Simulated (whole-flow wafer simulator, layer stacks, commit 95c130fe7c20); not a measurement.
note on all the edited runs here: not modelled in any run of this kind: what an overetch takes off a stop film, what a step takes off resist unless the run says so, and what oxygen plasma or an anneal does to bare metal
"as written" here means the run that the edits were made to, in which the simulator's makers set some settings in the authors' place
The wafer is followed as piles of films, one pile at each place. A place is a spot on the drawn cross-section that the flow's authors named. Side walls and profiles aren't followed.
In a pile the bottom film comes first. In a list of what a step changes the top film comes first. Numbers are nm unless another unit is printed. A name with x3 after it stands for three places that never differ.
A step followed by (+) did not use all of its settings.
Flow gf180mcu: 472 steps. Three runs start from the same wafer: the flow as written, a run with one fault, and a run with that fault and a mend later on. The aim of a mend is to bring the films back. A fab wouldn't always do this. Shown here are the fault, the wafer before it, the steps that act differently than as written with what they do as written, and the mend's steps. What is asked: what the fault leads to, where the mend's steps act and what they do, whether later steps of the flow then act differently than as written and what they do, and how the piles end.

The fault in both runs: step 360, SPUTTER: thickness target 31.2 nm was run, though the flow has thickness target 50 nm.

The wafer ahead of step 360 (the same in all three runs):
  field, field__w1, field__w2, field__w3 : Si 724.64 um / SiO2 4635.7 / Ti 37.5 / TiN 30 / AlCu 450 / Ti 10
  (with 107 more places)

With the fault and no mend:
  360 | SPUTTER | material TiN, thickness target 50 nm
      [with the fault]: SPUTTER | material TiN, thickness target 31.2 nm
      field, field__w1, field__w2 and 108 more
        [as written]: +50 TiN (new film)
        [with the fault]: +31.2 TiN (new film)
  Steps further on in the flow that do not act as written (not shown: 3 more steps that differ only slightly, by at most 2% or 0.5 nm, whichever is larger):
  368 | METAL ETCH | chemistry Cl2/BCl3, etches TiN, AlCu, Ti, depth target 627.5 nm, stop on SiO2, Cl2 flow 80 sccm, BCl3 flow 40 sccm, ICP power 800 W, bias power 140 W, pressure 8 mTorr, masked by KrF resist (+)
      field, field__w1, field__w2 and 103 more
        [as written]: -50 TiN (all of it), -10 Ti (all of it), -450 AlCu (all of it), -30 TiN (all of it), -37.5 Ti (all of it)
        [with the fault]: -31.2 TiN (all of it), -10 Ti (all of it), -450 AlCu (all of it), -30 TiN (all of it), -37.5 Ti (all of it)
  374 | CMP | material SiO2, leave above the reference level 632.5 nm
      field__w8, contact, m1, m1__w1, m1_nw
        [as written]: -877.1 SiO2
        [with the fault]: -858.3 SiO2
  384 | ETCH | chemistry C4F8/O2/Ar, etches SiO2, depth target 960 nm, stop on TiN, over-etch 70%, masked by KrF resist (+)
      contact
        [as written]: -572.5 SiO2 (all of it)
        [with the fault]: -591.3 SiO2 (all of it)
  By the end, the piles at field__w8, contact, m1, m1__w1, m1_nw depart from the flow's by more than 2% or 0.5 nm, whichever is larger.
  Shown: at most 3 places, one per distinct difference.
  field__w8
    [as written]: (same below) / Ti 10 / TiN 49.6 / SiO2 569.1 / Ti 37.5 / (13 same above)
    [with the fault]: (same below) / Ti 10 / TiN 30.8 / SiO2 587.9 / Ti 37.5 / (13 same above)
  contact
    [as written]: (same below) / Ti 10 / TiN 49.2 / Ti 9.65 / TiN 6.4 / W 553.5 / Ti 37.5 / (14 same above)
    [with the fault]: (same below) / Ti 10 / TiN 30.4 / Ti 9.55 / TiN 6.33 / W 572.5 / Ti 37.5 / (14 same above)

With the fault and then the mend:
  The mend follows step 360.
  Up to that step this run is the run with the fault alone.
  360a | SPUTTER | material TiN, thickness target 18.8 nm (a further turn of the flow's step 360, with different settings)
      field, field__w1, field__w2 and 108 more
        +18.8 TiN
  Later steps of the flow that are run all act as written at every place that is followed.
  By the end, the piles equal the flow's at every place that both follow.
